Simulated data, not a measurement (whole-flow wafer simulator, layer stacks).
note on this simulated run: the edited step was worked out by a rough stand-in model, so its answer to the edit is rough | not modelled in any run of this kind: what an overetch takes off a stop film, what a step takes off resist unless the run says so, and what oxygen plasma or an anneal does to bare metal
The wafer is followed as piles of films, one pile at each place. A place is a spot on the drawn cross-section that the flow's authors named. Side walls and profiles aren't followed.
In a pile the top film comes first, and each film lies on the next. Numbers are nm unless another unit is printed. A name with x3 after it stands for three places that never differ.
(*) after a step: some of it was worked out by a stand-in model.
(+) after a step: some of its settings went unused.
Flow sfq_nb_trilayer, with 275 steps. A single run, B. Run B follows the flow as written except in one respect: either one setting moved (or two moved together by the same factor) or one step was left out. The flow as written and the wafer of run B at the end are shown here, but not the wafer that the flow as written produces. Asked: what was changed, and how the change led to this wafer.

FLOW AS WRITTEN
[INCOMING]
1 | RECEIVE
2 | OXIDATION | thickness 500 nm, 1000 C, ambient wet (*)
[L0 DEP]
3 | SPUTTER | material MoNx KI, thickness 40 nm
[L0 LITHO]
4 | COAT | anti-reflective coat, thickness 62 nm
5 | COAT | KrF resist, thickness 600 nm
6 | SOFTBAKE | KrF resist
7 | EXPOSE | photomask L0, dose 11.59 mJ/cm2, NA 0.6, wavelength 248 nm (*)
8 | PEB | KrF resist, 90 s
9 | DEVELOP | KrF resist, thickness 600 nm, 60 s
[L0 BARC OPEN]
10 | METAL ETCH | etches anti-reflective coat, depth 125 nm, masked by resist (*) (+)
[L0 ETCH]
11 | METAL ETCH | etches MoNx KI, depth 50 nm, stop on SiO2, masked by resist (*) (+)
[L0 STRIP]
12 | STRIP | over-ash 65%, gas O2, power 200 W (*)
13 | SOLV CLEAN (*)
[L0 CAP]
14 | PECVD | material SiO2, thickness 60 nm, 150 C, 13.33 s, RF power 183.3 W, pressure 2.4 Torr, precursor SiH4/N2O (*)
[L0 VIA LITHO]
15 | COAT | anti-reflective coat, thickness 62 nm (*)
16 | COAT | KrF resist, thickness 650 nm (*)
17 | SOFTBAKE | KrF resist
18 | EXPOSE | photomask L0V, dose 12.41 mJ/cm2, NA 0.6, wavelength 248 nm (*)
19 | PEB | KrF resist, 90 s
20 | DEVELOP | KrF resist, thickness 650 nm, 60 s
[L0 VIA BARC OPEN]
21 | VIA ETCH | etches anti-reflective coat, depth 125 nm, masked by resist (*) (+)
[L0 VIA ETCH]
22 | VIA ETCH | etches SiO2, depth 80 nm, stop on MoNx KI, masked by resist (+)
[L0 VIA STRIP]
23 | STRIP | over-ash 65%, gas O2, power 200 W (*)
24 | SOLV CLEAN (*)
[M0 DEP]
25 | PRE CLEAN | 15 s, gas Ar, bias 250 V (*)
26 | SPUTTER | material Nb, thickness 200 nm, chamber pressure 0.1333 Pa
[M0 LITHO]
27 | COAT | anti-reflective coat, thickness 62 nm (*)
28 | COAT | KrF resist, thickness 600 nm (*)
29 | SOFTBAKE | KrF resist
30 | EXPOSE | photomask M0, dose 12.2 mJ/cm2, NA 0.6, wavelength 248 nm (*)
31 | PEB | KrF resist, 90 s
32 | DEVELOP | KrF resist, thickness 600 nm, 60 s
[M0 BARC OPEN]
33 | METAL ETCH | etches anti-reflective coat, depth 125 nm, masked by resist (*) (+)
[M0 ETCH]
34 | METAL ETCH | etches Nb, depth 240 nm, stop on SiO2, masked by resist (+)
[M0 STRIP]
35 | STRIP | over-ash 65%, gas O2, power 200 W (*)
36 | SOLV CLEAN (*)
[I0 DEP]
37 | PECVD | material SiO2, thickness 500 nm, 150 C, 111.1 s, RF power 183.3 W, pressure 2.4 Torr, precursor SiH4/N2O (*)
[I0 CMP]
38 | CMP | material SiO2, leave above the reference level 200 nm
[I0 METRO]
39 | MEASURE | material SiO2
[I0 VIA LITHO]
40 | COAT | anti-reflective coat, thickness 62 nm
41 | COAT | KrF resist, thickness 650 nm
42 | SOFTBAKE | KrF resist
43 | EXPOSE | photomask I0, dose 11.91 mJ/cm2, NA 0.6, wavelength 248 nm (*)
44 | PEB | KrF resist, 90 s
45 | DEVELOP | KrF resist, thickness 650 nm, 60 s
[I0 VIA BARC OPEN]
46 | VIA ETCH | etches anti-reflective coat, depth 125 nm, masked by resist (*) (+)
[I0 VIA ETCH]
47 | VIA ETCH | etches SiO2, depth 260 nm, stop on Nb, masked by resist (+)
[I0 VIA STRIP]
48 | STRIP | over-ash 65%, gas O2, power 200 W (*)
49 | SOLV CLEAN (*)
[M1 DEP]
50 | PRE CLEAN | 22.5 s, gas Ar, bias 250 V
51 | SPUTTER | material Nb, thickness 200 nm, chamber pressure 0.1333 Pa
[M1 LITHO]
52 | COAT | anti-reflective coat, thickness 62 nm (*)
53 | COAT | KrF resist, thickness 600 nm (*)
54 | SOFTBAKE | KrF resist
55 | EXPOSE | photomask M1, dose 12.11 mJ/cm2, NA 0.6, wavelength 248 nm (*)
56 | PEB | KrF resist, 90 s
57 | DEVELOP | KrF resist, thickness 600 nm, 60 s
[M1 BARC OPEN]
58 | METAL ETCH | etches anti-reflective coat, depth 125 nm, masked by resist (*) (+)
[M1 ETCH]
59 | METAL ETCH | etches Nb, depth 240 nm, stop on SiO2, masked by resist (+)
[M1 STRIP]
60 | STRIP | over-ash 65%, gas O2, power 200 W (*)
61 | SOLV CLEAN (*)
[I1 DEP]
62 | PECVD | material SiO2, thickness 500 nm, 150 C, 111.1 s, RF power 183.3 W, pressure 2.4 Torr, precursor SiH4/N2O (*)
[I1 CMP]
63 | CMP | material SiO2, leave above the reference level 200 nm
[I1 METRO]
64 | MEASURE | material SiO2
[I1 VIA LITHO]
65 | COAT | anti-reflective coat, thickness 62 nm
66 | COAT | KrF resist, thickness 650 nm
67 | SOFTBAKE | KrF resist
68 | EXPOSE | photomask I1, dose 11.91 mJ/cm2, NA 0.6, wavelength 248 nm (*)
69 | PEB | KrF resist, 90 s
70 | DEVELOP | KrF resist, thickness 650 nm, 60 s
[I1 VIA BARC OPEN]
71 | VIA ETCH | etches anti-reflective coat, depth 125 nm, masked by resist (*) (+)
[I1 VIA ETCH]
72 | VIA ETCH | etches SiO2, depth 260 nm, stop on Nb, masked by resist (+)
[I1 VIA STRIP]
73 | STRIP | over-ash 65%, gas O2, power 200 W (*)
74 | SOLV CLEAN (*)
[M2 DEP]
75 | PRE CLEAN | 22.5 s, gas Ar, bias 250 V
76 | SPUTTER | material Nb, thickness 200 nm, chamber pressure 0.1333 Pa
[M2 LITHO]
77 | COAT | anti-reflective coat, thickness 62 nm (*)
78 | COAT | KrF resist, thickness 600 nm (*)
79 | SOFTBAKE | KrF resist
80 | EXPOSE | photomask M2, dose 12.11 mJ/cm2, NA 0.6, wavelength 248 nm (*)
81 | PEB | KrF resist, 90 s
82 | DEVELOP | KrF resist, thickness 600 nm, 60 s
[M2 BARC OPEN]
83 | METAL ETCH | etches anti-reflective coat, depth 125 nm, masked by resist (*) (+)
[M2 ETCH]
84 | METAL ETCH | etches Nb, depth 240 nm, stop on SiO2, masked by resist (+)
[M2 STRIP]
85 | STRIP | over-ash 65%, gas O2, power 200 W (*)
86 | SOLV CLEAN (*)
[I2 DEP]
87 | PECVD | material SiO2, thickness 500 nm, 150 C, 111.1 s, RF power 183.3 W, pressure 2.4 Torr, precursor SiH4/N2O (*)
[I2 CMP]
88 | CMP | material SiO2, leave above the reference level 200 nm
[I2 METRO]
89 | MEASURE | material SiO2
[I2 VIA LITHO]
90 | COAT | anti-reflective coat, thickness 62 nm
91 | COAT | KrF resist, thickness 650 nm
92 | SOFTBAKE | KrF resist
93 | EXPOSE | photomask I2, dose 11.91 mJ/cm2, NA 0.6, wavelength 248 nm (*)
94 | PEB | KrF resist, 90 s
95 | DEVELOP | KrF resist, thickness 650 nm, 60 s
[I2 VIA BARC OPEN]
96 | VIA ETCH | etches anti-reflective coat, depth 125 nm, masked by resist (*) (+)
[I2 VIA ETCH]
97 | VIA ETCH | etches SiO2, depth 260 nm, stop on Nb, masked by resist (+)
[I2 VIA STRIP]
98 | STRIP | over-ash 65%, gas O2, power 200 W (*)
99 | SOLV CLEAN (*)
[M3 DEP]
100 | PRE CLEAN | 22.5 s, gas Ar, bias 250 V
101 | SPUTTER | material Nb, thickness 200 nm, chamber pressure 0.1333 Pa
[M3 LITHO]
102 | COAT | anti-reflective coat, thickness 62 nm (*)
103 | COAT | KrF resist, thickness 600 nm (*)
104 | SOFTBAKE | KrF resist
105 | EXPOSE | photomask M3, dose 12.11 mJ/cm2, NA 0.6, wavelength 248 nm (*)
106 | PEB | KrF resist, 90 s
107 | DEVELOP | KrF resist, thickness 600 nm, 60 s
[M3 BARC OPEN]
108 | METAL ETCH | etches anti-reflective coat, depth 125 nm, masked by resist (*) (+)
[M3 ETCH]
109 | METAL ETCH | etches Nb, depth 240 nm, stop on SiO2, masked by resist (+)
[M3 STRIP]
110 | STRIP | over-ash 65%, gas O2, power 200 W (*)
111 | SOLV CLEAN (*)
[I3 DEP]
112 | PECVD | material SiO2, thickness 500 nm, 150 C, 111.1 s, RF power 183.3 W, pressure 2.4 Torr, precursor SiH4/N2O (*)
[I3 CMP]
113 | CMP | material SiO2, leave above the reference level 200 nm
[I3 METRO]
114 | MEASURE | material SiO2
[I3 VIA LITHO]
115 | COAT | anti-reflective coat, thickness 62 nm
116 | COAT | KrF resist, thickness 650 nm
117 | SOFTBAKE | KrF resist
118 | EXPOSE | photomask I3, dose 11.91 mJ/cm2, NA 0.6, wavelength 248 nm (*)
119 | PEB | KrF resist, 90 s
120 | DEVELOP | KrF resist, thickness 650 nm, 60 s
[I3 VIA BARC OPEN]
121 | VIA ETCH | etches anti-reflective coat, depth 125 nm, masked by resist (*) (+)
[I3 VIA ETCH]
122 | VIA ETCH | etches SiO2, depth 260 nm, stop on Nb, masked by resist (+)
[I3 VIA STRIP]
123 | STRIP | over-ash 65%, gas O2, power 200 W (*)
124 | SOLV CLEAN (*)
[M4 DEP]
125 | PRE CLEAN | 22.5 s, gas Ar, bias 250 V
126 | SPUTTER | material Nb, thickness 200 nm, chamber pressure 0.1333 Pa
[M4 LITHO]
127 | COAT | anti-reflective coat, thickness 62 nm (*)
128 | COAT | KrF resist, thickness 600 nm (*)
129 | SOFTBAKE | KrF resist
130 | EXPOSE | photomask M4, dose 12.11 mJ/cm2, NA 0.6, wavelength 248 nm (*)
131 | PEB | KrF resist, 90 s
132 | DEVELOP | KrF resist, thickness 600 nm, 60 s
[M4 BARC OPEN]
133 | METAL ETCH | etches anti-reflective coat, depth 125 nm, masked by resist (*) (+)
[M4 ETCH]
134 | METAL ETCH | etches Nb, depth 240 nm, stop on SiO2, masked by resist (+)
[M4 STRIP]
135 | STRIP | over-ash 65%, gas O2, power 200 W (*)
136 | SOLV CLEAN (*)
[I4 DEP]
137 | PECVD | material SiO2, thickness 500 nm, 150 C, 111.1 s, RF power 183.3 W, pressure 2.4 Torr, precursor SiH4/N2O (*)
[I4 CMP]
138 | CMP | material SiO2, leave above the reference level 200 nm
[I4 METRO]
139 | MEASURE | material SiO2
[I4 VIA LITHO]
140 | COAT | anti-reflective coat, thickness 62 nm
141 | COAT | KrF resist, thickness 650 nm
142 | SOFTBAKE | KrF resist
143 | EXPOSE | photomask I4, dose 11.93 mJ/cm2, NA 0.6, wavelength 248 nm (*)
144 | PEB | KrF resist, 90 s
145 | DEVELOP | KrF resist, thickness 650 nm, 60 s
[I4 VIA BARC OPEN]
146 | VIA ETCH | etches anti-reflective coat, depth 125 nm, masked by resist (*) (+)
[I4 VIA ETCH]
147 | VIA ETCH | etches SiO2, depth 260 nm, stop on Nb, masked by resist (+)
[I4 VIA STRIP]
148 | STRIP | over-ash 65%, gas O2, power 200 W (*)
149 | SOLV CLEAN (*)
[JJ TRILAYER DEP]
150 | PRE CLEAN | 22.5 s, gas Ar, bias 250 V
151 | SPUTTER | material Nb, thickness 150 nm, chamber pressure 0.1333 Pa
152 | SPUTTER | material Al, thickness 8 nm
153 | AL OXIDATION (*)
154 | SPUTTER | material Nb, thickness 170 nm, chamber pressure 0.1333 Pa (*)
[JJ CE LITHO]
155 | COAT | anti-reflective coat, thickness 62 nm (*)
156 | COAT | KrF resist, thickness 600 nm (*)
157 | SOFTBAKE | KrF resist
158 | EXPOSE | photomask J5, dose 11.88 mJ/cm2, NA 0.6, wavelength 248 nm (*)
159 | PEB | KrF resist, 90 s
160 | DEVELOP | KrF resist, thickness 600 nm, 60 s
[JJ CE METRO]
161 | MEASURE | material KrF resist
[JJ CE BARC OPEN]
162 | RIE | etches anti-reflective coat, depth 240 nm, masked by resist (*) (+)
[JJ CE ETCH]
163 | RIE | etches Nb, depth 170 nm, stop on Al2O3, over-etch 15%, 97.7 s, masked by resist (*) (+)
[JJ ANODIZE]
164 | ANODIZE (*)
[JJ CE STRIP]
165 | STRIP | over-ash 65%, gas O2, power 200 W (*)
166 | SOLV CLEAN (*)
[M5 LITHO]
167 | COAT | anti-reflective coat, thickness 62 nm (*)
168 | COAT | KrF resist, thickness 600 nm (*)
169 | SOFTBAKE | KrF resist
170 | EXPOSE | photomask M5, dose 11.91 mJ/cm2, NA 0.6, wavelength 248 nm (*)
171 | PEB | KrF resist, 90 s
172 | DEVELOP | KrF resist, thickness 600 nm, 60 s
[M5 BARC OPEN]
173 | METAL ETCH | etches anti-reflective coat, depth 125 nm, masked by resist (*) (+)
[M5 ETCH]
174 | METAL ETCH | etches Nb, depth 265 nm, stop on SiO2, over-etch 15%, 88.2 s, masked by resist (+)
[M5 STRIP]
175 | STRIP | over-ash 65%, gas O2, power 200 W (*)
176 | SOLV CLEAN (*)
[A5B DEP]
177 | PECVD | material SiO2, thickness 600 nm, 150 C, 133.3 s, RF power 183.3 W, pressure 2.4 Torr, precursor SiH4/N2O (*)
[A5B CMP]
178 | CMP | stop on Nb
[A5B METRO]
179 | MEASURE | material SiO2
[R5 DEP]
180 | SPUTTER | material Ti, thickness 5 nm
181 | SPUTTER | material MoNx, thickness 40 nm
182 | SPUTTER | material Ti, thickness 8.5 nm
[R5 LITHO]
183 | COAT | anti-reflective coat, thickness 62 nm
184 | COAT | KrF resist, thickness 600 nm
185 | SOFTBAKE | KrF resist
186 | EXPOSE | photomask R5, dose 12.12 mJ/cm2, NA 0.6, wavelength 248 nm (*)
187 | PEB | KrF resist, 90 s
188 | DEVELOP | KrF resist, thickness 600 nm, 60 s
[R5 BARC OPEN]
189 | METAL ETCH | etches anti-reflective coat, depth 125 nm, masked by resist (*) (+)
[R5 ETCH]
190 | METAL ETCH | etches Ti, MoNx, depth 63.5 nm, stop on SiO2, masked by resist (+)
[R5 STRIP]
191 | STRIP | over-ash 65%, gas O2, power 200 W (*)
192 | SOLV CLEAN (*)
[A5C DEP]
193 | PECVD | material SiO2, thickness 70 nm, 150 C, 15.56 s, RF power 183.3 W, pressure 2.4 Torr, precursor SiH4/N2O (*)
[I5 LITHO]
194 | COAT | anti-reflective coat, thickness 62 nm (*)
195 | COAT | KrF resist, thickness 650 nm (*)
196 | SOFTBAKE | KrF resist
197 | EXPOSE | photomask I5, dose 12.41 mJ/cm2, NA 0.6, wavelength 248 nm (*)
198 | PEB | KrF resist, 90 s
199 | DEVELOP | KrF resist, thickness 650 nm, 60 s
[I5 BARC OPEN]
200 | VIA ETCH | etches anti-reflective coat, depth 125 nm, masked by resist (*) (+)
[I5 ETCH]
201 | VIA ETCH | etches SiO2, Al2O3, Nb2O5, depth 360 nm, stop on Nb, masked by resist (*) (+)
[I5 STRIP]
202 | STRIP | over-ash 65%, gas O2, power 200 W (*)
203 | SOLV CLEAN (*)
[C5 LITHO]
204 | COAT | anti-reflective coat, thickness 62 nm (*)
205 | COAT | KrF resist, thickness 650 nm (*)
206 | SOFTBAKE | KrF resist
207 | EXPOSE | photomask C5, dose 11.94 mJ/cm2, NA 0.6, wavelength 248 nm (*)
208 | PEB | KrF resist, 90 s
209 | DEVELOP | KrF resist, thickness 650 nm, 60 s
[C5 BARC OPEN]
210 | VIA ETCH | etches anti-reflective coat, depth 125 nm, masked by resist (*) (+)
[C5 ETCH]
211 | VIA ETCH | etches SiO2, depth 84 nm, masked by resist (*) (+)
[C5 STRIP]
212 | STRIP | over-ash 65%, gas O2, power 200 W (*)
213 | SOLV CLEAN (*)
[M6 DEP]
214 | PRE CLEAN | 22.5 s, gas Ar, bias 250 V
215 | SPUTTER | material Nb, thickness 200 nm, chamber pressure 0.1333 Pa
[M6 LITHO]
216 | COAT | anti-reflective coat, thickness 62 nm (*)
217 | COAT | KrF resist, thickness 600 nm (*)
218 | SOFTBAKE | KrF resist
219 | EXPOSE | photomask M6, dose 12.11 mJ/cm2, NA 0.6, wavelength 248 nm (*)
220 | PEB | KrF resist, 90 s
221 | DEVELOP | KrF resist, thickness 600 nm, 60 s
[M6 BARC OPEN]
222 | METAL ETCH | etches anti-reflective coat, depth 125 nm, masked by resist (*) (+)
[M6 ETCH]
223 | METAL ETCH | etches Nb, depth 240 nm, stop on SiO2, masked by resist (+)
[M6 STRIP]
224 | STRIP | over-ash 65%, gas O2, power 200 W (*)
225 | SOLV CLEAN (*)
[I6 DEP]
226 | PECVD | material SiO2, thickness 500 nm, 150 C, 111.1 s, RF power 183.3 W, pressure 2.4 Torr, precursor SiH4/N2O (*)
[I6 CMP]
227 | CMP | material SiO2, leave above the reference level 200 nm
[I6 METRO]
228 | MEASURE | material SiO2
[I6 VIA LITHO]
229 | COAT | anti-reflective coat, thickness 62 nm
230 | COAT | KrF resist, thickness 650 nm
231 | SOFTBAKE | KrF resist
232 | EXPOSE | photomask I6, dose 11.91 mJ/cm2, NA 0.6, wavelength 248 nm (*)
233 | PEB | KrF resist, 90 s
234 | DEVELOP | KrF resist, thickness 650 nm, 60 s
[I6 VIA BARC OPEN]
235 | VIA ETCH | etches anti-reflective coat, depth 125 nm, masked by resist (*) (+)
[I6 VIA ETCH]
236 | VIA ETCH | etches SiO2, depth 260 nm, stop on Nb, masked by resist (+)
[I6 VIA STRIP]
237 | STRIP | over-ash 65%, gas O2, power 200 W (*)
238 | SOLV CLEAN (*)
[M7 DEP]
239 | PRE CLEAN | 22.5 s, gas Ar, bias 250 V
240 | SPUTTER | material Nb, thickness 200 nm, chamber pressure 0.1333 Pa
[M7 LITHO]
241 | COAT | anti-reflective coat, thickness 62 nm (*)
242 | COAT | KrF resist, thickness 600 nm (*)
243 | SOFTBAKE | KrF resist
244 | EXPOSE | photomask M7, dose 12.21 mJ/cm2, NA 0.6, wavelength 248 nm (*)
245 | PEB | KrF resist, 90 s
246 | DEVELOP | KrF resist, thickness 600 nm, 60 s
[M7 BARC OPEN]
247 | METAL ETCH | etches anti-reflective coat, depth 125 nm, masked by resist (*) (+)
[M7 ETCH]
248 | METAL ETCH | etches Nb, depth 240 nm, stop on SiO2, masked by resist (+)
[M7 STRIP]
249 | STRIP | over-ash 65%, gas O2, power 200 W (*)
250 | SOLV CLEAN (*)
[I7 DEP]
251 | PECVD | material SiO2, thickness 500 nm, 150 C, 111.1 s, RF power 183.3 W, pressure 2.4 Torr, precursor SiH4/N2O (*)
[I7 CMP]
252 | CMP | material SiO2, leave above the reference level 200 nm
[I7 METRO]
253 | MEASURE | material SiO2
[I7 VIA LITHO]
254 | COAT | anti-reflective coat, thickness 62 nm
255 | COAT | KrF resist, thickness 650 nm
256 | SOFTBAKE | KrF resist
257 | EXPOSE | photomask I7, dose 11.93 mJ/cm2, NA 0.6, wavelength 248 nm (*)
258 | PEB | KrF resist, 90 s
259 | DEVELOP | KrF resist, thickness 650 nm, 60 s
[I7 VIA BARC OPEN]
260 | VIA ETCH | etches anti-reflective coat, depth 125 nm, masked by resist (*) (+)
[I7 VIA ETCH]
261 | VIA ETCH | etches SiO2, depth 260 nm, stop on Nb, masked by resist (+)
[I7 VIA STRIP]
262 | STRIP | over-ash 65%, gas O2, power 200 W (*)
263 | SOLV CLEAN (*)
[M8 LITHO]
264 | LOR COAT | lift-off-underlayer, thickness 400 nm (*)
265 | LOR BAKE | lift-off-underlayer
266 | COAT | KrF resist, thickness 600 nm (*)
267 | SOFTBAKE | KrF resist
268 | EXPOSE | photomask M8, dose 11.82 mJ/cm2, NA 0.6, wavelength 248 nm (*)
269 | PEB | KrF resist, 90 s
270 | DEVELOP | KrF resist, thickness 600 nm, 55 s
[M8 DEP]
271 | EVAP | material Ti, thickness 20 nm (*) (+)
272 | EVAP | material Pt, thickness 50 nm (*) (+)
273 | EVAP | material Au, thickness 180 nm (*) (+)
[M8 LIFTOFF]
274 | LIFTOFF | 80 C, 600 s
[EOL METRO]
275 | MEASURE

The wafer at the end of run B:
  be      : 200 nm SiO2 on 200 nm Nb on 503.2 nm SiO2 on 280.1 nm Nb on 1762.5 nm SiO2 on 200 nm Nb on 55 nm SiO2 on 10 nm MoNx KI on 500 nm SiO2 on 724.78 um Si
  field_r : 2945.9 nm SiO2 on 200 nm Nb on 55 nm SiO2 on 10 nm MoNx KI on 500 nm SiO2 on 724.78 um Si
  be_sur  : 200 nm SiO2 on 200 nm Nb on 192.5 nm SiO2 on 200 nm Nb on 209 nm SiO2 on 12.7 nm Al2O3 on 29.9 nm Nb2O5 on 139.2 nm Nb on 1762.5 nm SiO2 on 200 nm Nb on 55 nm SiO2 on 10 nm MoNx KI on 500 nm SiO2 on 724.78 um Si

Cause: step 11, METAL ETCH: depth 30 nm was run, whereas the flow has depth 50 nm.

Step by step, how the change led to this:
  11 | METAL ETCH | etches MoNx KI, depth 50 nm, stop on SiO2, masked by resist (*) (+)
      v_sur, via_wl, via_w and 97 more: -30 MoNx KI (in the flow as written it would be: -40 MoNx KI (all of it))
      field_l, l0_sur, l0v, l0r_line_l, l0r_line_c, l0r_line_r: -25 KrF resist (in the flow as written it would be: -41.7 KrF resist)
  12 | STRIP | over-ash 65%, gas O2, power 200 W (*)
      field_l, l0_sur, l0v, l0r_line_l, l0r_line_c, l0r_line_r: -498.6 KrF resist (all of it), -62 anti-reflective coat (all of it) (in the flow as written it would be: -481.9 KrF resist (all of it), -62 anti-reflective coat (all of it))
  14 | PECVD | material SiO2, thickness 60 nm, 150 C, 13.33 s, RF power 183.3 W, pressure 2.4 Torr, precursor SiH4/N2O (*)
      v_sur, via_wl, via_w and 97 more: +60 SiO2 (new film) (in the flow as written it would be: +60 SiO2)
  15 | COAT | anti-reflective coat, thickness 62 nm (*)
      field_l: +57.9 anti-reflective coat (new film) (in the flow as written it would be: +56.7 anti-reflective coat (new film))
      v_sur: +69.7 anti-reflective coat (new film) (in the flow as written it would be: +72.2 anti-reflective coat (new film))
      (as well as at 3 more places)
  23 | STRIP | over-ash 65%, gas O2, power 200 W (*)
      field_l: -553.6 KrF resist (all of it), -57.9 anti-reflective coat (all of it) (in the flow as written it would be: -551.4 KrF resist (all of it), -56.7 anti-reflective coat (all of it))
      v_sur: -567.6 KrF resist (all of it), -69.7 anti-reflective coat (all of it) (in the flow as written it would be: -570.5 KrF resist (all of it), -72.2 anti-reflective coat (all of it))
      (as well as at 3 more places)
  27 | COAT | anti-reflective coat, thickness 62 nm (*)
      field_l: +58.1 anti-reflective coat (new film) (in the flow as written it would be: +56.9 anti-reflective coat (new film))
      v_sur: +69.8 anti-reflective coat (new film) (in the flow as written it would be: +72.3 anti-reflective coat (new film))
      (as well as at 3 more places)
  35 | STRIP | over-ash 65%, gas O2, power 200 W (*)
      field_l: -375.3 KrF resist (all of it), -58.1 anti-reflective coat (all of it) (in the flow as written it would be: -372.9 KrF resist (all of it), -56.9 anti-reflective coat (all of it))
      v_sur: -389.1 KrF resist (all of it), -69.8 anti-reflective coat (all of it) (in the flow as written it would be: -391.6 KrF resist (all of it), -72.3 anti-reflective coat (all of it))
      (as well as at 3 more places)
  38 | CMP | material SiO2, leave above the reference level 200 nm
      field_l, l0_sur, l0r_line_l, l0r_line_c, l0r_line_r: -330 SiO2 (in the flow as written it would be: -340 SiO2)
      l0v: -267.8 SiO2 (in the flow as written it would be: -277.8 SiO2)
With metal films that touch counted as one body, be has 4 bodies (between them, from the top down: SiO2 503.2; SiO2 1762.5; SiO2 55); the flow as written gives 3 bodies (between them, from the top down: SiO2 503.2; SiO2 1762.5).
With metal films that touch counted as one body, field_r has 2 bodies (between them, from the top down: SiO2 55); the flow as written gives 1 body.
With metal films that touch counted as one body, be_sur has 5 bodies (between them, from the top down: SiO2 192.5; SiO2 209 / Al2O3 12.7 / Nb2O5 29.9; SiO2 1762.5; SiO2 55); the flow as written gives 4 bodies (between them, from the top down: SiO2 192.5; SiO2 209 / Al2O3 12.7 / Nb2O5 29.9; SiO2 1762.5).
